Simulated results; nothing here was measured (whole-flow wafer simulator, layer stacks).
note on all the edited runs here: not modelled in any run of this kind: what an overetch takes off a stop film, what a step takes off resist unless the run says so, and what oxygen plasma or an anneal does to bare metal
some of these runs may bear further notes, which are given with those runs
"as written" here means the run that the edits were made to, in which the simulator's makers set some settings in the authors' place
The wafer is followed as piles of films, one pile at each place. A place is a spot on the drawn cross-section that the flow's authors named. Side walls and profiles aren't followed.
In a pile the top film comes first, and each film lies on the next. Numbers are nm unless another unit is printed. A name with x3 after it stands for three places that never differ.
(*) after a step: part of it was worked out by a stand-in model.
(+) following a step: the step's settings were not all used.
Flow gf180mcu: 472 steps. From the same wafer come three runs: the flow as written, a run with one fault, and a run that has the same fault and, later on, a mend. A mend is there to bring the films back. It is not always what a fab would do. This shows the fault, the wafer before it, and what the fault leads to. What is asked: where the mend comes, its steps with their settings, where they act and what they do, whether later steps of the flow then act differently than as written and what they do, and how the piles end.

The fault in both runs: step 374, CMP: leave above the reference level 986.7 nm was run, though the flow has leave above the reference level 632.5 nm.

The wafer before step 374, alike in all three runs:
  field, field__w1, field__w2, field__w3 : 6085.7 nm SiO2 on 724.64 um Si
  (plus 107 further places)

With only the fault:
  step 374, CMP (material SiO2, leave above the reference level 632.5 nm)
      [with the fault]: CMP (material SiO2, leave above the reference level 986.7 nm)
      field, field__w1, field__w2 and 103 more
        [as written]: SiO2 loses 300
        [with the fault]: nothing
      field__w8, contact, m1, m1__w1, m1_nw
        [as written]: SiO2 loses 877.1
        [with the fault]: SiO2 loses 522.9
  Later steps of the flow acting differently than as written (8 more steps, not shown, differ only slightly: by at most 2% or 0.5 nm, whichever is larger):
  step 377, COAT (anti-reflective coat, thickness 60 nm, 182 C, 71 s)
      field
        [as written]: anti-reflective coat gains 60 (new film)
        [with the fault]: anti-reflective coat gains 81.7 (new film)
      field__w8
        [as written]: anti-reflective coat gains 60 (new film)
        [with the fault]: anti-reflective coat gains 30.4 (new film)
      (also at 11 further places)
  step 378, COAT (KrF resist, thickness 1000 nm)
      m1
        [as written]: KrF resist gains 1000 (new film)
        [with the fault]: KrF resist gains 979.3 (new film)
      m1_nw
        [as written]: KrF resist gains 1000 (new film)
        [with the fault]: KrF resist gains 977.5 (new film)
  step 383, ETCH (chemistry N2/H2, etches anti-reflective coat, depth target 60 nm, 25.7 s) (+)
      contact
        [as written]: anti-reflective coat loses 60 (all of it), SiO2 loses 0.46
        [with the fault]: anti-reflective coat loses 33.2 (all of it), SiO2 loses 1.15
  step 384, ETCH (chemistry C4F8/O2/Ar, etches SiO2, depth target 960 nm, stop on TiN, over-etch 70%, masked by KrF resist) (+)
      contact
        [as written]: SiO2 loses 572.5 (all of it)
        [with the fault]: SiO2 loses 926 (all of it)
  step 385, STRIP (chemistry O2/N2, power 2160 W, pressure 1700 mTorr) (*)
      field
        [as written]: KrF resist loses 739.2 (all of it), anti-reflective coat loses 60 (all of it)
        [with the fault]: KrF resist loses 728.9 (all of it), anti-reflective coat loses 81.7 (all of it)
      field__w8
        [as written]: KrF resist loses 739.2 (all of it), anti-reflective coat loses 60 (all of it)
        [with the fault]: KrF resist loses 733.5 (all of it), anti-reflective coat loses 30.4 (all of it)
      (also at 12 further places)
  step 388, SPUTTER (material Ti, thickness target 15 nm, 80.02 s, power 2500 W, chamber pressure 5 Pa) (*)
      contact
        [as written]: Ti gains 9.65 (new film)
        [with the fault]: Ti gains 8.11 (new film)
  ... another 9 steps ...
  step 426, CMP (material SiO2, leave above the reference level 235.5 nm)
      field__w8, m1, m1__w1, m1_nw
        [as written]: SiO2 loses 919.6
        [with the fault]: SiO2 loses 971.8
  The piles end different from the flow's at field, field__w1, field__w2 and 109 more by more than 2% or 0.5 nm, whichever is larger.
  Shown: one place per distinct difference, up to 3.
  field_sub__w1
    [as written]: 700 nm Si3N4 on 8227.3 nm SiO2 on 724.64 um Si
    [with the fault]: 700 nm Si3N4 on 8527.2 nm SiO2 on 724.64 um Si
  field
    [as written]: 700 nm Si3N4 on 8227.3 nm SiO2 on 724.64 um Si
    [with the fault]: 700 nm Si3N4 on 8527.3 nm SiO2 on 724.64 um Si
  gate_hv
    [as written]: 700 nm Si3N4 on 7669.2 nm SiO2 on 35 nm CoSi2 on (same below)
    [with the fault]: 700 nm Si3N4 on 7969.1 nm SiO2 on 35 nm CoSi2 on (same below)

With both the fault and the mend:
  The mend follows step 374.
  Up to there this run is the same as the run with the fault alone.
  step 374a, CMP (material SiO2, leave above the reference level 632.5 nm) (the flow's step 374, run once more)
      field, field__w1, field__w2 and 103 more
        SiO2 loses 300
      field__w8, contact, m1, m1__w1, m1_nw
        SiO2 loses 354.2
  Every later step of the flow that is run acts as written at every place that is followed.
  The piles end the same as the flow's at every place that both follow.
